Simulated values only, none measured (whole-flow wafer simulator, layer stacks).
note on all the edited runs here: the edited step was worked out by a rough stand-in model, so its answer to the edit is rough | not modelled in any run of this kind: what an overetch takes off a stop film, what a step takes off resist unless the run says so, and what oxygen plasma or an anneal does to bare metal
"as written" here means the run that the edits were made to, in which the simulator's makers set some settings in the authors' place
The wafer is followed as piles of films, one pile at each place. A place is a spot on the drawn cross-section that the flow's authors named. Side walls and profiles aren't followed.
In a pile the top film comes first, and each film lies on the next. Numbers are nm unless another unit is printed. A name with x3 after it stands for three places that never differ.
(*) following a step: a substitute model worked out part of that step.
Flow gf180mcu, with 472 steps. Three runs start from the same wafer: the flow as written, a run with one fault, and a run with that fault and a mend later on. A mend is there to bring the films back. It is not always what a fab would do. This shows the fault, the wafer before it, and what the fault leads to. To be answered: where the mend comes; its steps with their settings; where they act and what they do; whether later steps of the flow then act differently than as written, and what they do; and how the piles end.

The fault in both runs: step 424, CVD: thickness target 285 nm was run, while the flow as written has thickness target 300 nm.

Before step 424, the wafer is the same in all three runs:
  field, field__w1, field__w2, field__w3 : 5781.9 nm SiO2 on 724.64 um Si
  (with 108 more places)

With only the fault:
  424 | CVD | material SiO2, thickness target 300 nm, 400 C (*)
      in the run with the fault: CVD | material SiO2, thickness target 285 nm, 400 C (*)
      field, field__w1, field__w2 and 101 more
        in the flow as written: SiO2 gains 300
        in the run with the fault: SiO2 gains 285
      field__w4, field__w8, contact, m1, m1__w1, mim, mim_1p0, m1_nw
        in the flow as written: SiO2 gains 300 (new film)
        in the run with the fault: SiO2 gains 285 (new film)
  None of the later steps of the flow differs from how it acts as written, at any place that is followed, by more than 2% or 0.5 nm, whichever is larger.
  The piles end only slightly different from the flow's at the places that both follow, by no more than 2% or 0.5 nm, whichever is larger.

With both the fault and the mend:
  After step 424 comes the mend.
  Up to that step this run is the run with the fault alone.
  424a | CVD | material SiO2, thickness target 15 nm, 400 C (*) (the flow's step 424 again, with other settings)
      field, field__w1, field__w2 and 109 more
        SiO2 gains 15
  None of the later steps of the flow acts differently than as written at any place that is followed.
  The piles end the same as the flow's at every place that both follow.
